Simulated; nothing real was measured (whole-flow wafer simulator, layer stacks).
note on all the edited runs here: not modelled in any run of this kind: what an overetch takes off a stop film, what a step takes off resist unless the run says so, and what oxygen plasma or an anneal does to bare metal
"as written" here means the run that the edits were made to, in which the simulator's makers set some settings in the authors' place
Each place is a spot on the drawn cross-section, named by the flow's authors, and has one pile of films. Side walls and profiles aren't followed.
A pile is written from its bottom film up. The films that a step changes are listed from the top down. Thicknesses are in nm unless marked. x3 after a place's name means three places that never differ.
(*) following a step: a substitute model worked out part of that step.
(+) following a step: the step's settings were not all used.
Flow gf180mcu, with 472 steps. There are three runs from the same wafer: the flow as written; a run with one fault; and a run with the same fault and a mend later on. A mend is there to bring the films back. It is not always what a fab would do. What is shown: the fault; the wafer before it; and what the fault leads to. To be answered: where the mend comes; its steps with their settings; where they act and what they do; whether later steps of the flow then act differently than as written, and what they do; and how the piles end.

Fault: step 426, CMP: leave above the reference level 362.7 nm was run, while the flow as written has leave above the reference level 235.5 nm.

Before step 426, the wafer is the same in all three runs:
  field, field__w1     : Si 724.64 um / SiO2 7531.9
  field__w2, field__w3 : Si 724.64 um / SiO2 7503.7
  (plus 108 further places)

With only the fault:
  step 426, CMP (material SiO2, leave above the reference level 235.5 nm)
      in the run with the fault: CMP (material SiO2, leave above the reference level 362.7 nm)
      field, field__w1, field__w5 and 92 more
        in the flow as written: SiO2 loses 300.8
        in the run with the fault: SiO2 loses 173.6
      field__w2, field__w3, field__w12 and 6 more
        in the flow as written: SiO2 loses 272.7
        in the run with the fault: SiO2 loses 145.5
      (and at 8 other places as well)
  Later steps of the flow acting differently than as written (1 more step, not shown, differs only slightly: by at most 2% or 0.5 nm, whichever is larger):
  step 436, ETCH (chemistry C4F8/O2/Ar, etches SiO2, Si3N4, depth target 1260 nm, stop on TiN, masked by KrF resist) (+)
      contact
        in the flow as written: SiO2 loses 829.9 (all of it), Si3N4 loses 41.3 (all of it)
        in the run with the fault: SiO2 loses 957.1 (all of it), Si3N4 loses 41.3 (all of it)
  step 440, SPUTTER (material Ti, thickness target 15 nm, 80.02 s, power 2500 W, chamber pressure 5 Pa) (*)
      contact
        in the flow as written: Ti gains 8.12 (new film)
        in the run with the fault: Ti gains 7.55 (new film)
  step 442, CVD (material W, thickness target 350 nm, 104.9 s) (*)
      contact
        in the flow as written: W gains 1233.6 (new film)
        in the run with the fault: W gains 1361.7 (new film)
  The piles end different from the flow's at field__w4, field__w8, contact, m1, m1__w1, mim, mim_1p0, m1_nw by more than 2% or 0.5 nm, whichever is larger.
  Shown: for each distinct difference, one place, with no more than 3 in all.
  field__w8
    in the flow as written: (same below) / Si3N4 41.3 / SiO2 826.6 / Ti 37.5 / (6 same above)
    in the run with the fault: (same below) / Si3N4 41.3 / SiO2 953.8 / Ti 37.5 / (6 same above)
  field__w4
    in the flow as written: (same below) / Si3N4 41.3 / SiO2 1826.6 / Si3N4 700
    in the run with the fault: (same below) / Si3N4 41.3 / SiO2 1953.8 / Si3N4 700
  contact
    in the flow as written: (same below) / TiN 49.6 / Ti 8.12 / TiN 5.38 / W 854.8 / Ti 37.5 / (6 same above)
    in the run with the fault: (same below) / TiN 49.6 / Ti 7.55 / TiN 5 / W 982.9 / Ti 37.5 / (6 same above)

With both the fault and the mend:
  After step 426 comes the mend.
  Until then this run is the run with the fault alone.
  step 426a, CMP (material SiO2, leave above the reference level 235.5 nm) (the flow's step 426 again)
      field, field__w1, field__w2 and 109 more
        SiO2 loses 127.2
  Every later step of the flow that is run acts as written at every place that is followed.
  The piles end the same as the flow's at every place that both follow.
